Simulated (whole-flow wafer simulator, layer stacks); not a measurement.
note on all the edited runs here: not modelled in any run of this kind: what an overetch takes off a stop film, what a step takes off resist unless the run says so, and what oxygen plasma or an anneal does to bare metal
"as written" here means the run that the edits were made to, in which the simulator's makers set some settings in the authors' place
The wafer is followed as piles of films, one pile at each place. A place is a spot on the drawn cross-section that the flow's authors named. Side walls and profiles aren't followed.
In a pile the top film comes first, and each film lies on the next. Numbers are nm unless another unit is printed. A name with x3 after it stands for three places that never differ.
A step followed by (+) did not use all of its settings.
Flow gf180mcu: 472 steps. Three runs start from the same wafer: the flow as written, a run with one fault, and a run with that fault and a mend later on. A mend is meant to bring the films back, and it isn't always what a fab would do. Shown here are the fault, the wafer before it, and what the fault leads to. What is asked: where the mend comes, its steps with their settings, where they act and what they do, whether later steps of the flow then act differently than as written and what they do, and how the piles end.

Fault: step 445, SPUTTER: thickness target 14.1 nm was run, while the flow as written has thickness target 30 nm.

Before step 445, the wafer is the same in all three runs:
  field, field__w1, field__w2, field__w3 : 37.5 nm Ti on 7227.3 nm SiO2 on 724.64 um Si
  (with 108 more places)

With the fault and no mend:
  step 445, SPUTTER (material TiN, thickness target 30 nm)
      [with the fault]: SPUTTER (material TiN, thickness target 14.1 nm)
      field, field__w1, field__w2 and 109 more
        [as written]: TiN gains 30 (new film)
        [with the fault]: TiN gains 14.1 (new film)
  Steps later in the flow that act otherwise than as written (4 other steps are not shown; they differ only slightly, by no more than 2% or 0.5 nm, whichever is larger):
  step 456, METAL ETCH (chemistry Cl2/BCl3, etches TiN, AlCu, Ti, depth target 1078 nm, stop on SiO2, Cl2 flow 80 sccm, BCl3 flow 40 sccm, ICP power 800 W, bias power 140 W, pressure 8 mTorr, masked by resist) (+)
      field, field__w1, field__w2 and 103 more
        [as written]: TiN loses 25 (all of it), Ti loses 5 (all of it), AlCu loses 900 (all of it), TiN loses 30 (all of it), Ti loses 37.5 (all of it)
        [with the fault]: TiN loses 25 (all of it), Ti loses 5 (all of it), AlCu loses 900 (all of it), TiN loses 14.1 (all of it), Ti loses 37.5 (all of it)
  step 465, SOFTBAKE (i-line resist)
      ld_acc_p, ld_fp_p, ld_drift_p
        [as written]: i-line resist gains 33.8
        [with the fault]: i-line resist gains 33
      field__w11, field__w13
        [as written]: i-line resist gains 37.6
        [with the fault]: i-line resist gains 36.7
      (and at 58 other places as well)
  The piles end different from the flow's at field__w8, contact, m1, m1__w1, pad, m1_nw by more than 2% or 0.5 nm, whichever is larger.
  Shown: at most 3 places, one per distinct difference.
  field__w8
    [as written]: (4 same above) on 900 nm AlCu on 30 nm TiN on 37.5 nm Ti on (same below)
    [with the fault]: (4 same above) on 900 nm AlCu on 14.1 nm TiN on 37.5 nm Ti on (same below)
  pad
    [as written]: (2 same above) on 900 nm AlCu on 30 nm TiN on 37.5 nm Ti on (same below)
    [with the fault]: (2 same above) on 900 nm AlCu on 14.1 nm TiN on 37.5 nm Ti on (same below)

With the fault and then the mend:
  The mend stands after step 445.
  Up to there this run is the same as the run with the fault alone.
  step 445a, SPUTTER (material TiN, thickness target 15.9 nm) (the flow's step 445, run once more with other settings)
      field, field__w1, field__w2 and 109 more
        TiN gains 15.9
  Later steps of the flow that are run all act as written at every place that is followed.
  The piles end the same as the flow's at every place that both follow.
